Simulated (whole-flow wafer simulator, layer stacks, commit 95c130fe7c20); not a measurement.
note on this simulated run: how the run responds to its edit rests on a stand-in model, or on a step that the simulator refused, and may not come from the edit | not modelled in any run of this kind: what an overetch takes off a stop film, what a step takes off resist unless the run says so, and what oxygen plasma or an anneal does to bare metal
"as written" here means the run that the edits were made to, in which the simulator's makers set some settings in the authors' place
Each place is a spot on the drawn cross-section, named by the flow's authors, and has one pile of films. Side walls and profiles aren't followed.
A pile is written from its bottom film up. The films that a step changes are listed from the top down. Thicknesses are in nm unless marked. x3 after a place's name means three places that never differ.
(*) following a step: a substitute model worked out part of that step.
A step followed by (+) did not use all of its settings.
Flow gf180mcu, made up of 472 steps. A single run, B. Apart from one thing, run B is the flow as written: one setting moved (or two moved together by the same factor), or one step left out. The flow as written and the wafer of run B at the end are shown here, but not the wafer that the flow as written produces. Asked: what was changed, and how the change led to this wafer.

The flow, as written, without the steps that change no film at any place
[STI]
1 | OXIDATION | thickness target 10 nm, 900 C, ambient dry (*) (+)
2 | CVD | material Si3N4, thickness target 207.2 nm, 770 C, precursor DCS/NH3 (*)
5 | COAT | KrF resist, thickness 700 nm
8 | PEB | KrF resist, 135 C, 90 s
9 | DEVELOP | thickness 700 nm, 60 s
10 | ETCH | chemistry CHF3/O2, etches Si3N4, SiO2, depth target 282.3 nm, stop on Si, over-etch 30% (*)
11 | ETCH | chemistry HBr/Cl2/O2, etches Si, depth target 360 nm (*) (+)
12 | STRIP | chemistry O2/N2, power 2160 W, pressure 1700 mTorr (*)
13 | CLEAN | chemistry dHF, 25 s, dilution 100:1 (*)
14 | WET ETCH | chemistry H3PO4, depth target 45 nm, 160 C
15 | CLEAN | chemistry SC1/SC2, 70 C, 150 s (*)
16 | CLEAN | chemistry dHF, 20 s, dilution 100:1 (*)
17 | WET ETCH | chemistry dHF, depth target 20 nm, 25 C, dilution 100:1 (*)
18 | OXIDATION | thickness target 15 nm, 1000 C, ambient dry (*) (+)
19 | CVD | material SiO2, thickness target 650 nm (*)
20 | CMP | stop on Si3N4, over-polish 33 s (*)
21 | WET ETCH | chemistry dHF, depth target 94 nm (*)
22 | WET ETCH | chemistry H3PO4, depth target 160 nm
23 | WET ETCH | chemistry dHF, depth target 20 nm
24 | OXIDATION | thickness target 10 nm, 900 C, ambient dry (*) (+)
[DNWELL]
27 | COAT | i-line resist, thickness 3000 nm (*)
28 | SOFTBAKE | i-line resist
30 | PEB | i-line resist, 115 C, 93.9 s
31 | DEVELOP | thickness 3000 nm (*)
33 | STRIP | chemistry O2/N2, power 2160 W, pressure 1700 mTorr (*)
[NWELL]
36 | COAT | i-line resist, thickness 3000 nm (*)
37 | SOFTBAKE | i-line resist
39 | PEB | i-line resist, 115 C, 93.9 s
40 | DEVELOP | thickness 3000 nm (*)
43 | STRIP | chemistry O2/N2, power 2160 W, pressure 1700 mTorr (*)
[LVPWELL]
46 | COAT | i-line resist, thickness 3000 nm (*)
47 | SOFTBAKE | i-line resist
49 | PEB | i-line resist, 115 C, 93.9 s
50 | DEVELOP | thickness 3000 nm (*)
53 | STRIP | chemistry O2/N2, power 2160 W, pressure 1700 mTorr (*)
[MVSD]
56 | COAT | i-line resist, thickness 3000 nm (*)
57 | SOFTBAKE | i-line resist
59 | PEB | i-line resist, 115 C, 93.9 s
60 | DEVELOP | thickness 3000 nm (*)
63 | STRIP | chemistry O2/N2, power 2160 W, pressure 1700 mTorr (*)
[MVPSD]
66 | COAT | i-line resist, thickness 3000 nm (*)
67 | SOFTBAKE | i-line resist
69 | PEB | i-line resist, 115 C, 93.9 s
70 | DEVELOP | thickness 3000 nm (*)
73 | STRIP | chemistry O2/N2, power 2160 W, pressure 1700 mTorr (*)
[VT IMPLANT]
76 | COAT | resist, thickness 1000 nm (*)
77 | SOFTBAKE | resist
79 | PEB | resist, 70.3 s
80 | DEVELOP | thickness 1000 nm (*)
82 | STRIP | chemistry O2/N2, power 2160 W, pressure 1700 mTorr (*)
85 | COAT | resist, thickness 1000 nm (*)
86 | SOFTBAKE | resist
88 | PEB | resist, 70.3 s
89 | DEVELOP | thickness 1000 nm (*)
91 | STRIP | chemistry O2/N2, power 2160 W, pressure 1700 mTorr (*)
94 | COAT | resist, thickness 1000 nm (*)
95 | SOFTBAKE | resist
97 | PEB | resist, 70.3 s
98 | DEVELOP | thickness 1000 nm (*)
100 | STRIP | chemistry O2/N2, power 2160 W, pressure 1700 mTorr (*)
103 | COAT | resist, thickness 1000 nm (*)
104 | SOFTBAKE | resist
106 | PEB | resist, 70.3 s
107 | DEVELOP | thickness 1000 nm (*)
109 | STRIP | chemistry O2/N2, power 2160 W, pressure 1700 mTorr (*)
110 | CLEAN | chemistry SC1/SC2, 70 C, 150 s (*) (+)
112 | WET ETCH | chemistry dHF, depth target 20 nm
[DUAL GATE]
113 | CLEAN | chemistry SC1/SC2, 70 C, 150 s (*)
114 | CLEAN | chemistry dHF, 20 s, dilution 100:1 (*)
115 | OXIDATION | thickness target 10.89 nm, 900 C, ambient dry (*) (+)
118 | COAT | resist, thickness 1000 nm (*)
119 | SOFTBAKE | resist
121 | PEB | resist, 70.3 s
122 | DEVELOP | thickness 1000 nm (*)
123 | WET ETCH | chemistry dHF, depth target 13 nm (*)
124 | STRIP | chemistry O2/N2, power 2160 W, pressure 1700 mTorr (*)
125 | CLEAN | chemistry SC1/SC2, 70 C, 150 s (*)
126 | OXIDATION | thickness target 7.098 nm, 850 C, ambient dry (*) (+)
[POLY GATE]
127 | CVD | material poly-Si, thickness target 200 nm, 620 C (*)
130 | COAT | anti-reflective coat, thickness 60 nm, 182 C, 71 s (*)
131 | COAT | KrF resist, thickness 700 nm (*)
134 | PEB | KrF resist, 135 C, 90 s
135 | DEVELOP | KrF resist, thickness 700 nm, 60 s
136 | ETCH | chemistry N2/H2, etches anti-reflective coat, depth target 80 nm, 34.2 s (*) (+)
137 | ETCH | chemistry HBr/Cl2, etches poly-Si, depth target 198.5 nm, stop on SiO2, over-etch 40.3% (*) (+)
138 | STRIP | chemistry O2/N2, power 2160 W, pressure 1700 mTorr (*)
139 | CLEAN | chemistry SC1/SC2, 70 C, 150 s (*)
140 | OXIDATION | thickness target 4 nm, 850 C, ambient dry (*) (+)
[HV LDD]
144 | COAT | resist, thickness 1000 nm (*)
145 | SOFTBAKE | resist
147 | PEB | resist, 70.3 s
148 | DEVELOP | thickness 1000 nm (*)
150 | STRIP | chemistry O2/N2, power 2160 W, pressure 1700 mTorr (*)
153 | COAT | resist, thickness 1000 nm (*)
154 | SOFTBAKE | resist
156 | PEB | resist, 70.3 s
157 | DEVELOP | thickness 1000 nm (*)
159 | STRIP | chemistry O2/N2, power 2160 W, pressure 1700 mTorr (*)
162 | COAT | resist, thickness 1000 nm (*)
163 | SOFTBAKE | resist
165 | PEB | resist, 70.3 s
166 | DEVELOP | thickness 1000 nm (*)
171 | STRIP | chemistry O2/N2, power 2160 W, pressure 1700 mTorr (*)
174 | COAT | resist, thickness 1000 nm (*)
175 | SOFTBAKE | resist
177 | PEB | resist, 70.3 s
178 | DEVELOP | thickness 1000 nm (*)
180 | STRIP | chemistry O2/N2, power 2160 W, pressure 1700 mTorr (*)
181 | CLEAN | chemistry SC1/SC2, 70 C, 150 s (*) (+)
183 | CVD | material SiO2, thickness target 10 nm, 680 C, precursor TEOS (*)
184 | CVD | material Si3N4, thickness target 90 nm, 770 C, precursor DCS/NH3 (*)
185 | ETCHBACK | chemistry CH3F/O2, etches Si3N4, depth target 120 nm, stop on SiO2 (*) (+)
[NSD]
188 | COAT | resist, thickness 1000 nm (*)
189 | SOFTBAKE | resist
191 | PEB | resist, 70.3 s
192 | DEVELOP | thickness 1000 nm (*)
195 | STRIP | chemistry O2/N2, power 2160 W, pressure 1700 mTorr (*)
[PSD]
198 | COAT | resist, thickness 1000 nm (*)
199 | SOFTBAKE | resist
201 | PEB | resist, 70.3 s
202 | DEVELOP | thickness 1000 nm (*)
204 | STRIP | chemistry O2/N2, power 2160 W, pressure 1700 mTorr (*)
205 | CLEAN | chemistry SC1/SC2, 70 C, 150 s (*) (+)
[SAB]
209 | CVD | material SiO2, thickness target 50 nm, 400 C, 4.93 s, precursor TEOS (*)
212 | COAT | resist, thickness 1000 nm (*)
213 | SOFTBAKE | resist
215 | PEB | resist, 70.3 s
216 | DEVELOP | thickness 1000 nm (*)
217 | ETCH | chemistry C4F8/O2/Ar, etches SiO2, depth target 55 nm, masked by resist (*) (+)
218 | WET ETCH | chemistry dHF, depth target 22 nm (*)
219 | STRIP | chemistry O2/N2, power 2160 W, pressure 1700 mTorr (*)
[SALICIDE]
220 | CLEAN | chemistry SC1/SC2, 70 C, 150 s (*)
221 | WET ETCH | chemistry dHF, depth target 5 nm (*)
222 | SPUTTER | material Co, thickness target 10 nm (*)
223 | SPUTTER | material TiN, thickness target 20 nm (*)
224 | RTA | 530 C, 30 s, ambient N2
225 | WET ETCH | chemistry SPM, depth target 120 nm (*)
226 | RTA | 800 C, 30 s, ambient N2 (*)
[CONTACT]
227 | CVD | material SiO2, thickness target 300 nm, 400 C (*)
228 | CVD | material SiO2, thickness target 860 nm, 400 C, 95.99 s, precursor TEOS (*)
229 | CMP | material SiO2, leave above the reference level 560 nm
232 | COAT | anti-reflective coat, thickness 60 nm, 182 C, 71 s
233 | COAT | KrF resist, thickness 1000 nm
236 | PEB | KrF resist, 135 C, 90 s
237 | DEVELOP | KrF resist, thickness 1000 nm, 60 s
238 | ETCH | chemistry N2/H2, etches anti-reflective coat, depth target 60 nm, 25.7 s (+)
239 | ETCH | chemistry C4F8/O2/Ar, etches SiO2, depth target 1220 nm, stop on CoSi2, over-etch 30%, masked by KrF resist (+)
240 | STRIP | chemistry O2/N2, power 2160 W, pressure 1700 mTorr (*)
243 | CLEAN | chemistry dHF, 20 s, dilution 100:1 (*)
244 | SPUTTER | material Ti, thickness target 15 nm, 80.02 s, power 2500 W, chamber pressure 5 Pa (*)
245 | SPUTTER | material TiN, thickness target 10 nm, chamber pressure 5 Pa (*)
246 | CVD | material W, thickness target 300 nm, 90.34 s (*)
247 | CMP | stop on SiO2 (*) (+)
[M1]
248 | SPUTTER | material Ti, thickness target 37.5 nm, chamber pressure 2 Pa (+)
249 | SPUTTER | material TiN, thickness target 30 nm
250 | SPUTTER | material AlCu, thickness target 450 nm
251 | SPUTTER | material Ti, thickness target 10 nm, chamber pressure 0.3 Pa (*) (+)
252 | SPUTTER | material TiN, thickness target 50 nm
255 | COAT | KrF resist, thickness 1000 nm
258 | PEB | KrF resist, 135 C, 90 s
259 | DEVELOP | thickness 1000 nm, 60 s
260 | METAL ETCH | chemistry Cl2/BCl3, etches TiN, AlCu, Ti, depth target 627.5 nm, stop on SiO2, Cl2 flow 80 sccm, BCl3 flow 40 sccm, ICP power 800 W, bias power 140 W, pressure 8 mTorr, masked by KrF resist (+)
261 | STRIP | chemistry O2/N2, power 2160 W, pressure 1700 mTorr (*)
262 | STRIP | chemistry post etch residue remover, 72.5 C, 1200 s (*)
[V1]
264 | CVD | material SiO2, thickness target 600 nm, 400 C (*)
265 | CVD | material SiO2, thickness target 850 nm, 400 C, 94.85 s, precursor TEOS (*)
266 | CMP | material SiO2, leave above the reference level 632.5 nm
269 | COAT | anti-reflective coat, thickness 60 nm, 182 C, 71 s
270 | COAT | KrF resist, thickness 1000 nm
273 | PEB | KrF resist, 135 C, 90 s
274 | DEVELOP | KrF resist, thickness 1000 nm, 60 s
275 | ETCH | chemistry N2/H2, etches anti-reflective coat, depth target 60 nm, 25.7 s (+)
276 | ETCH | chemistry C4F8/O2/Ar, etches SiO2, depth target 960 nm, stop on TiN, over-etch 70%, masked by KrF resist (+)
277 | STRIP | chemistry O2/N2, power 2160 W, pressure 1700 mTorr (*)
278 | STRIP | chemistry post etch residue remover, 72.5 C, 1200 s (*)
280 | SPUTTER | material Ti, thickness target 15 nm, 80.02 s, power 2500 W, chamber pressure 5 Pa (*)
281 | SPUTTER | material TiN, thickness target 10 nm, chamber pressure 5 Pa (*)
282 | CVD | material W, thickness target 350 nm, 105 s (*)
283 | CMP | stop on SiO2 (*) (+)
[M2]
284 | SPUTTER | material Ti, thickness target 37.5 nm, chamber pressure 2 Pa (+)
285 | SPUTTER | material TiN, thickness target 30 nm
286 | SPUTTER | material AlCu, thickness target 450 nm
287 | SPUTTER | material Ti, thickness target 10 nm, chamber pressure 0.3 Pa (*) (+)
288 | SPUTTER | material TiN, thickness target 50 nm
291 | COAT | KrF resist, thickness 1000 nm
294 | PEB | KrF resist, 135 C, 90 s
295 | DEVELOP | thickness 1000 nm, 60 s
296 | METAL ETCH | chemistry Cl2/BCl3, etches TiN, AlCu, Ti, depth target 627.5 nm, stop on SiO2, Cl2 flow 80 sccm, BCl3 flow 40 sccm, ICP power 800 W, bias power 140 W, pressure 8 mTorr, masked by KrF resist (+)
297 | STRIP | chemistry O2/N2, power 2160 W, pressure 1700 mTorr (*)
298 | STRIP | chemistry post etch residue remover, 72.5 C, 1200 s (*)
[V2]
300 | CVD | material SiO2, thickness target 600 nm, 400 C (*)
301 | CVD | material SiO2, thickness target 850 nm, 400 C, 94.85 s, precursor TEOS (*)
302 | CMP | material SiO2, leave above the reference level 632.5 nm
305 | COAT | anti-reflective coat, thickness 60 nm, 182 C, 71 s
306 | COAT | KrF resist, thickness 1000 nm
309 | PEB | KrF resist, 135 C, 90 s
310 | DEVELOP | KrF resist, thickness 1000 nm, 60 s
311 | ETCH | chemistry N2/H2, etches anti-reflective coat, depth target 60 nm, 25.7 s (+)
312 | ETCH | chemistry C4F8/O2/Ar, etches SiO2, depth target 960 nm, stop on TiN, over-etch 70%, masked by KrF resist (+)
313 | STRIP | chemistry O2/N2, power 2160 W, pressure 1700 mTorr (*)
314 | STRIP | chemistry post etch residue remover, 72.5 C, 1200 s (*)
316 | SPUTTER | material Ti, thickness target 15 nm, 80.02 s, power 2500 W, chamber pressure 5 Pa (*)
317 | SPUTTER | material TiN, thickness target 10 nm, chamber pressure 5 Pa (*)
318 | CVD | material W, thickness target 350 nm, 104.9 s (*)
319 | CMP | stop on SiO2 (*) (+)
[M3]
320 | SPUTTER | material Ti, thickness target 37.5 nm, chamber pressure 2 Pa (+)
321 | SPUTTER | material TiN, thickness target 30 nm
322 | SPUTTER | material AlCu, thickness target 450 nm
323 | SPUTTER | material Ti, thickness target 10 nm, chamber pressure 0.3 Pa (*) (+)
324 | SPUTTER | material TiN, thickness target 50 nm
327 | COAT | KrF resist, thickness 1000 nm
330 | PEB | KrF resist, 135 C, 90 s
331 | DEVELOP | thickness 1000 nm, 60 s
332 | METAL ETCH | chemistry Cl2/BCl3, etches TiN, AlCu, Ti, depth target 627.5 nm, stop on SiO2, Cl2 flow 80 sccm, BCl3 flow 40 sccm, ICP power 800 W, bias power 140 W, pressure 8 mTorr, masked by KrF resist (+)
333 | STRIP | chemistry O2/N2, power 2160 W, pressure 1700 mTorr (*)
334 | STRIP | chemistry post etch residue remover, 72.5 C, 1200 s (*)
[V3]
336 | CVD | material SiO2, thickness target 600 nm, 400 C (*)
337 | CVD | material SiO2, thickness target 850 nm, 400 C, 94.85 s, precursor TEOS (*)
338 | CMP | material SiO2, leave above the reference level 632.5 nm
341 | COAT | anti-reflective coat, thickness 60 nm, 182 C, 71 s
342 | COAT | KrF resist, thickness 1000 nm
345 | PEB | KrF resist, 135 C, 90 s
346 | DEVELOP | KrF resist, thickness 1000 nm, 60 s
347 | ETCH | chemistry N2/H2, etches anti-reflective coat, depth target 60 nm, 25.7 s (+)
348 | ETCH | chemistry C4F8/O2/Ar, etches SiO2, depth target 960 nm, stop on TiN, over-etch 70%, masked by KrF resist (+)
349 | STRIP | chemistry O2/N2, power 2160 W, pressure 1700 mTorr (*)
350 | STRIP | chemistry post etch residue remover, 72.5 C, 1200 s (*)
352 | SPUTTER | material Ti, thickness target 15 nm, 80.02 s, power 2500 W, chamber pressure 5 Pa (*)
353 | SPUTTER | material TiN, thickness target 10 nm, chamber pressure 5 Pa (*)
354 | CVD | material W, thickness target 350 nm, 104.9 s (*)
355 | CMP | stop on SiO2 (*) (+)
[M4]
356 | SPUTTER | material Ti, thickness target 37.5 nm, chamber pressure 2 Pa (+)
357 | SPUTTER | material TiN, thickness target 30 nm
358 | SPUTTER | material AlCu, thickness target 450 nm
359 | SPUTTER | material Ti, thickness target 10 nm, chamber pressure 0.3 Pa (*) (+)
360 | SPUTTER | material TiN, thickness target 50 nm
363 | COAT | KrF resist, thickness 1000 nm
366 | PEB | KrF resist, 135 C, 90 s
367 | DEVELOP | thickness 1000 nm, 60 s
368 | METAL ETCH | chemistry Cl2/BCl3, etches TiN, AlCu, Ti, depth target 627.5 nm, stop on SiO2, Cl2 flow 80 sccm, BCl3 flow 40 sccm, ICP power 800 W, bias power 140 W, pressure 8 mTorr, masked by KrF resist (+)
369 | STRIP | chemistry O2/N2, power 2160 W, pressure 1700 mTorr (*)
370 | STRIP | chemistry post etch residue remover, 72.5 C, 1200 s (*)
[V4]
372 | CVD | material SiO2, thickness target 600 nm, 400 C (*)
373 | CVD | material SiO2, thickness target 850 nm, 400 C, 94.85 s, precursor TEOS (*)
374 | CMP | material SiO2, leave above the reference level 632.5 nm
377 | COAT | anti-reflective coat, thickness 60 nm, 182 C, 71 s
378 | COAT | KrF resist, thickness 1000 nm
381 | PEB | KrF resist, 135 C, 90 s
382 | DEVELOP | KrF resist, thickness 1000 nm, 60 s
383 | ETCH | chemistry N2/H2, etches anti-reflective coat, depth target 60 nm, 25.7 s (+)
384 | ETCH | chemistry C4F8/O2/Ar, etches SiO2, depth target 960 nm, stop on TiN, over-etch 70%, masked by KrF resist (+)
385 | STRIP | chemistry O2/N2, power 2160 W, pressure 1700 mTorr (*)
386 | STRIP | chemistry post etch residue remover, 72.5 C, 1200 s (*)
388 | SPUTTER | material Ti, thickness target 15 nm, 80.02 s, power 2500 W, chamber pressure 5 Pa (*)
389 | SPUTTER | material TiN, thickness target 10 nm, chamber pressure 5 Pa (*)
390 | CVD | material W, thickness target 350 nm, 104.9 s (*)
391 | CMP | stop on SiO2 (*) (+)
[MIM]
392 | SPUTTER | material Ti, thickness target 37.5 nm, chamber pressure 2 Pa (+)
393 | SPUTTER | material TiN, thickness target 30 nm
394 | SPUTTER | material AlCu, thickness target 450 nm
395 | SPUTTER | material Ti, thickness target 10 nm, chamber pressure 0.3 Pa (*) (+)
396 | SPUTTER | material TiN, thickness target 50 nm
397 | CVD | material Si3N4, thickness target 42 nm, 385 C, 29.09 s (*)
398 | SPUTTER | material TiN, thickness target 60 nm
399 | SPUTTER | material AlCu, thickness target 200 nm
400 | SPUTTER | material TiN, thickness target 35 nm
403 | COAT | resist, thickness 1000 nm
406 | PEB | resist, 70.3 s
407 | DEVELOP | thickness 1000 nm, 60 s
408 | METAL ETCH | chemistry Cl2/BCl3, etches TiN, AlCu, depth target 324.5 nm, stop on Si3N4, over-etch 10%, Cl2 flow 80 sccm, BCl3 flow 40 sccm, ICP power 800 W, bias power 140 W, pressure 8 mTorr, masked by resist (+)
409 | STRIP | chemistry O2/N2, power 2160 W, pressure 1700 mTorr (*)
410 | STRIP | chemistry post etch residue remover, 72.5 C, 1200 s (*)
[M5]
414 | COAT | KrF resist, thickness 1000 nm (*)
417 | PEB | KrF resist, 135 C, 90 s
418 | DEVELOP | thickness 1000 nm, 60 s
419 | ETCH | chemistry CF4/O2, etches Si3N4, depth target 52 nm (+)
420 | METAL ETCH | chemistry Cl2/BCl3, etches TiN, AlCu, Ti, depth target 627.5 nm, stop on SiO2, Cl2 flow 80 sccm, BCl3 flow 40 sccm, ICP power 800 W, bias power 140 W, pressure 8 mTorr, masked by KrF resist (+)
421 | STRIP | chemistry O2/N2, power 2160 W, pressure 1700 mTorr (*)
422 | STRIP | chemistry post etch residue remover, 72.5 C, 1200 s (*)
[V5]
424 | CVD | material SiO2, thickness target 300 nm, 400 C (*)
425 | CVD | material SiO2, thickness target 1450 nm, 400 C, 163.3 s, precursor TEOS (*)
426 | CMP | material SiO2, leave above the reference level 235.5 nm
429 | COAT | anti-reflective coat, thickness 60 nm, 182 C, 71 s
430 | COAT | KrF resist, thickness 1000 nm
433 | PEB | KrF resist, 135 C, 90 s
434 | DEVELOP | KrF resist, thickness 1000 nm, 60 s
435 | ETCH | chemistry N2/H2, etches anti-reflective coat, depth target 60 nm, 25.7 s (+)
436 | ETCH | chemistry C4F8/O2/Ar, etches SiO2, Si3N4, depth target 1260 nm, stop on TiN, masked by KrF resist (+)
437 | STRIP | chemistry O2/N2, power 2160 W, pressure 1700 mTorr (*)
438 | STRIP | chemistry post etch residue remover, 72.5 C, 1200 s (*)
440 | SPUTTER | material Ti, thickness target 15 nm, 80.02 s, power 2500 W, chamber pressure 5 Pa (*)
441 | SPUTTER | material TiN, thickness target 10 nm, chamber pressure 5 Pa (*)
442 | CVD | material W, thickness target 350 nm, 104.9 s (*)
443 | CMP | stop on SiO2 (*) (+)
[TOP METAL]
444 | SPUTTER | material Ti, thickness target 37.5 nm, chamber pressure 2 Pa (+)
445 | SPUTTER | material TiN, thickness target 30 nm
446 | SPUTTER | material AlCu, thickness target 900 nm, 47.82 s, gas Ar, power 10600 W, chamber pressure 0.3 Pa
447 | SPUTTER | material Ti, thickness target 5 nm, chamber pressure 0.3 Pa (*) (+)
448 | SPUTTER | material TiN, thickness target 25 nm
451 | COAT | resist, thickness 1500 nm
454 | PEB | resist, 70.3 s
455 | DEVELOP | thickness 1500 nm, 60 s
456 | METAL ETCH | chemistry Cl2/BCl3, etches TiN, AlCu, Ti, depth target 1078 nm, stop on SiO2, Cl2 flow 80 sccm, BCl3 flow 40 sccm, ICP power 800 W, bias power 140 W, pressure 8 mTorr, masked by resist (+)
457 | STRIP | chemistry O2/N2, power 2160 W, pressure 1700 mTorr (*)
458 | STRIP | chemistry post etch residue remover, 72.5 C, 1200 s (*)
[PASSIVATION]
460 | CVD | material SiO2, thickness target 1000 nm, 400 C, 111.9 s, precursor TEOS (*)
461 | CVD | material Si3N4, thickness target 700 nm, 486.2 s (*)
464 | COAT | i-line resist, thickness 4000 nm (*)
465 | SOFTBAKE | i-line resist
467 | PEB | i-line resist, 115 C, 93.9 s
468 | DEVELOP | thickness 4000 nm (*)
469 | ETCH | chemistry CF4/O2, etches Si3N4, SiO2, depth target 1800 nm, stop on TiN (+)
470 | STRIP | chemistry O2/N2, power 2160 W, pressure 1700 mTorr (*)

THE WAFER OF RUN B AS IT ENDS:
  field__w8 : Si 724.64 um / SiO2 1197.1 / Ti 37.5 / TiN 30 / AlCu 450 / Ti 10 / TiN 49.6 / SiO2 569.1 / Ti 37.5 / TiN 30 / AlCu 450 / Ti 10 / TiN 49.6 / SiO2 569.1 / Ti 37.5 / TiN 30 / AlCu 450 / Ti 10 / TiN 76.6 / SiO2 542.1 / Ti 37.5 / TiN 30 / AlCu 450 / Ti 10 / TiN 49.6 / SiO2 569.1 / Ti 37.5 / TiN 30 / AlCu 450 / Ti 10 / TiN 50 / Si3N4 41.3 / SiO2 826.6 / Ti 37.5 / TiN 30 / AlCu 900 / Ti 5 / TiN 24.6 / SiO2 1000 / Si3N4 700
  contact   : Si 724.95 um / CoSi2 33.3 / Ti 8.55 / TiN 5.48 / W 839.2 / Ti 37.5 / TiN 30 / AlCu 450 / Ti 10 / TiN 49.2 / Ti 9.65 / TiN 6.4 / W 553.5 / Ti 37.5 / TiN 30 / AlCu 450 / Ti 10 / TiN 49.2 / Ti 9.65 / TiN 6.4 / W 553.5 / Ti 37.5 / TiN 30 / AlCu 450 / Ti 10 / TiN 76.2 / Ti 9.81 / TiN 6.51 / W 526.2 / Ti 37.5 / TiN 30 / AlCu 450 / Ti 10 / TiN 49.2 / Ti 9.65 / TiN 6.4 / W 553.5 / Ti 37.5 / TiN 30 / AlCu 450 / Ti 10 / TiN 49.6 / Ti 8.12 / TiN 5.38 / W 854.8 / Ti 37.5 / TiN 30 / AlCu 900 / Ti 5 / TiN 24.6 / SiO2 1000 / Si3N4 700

Cause: step 324, SPUTTER: thickness target 77 nm was run, while the flow as written has thickness target 50 nm.

The path from the change to this, step by step:
  324 | SPUTTER | material TiN, thickness target 50 nm
      field, field__w1, field__w2 and 108 more: TiN gains 77 (new film) (it would be, as written: TiN gains 50 (new film))
  332 | METAL ETCH | chemistry Cl2/BCl3, etches TiN, AlCu, Ti, depth target 627.5 nm, stop on SiO2, Cl2 flow 80 sccm, BCl3 flow 40 sccm, ICP power 800 W, bias power 140 W, pressure 8 mTorr, masked by KrF resist (+)
      field, field__w1, field__w2 and 103 more: TiN loses 77 (all of it), Ti loses 10 (all of it), AlCu loses 450 (all of it), TiN loses 30 (all of it), Ti loses 37.5 (all of it) (it would be, as written: TiN loses 50 (all of it), Ti loses 10 (all of it), AlCu loses 450 (all of it), TiN loses 30 (all of it), Ti loses 37.5 (all of it))
  338 | CMP | material SiO2, leave above the reference level 632.5 nm
      field__w8, contact, m1, m1__w1, m1_nw: SiO2 loses 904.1 (it would be, as written: SiO2 loses 877.1)
  348 | ETCH | chemistry C4F8/O2/Ar, etches SiO2, depth target 960 nm, stop on TiN, over-etch 70%, masked by KrF resist (+)
      field, field__w1, field__w2 and 107 more: KrF resist loses 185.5 (it would be, as written: KrF resist loses 192)
      contact: SiO2 loses 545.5 (all of it) (it would be, as written: SiO2 loses 572.5 (all of it))
  354 | CVD | material W, thickness target 350 nm, 104.9 s (*)
      contact: W gains 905 (new film) (it would be, as written: W gains 932.3 (new film))
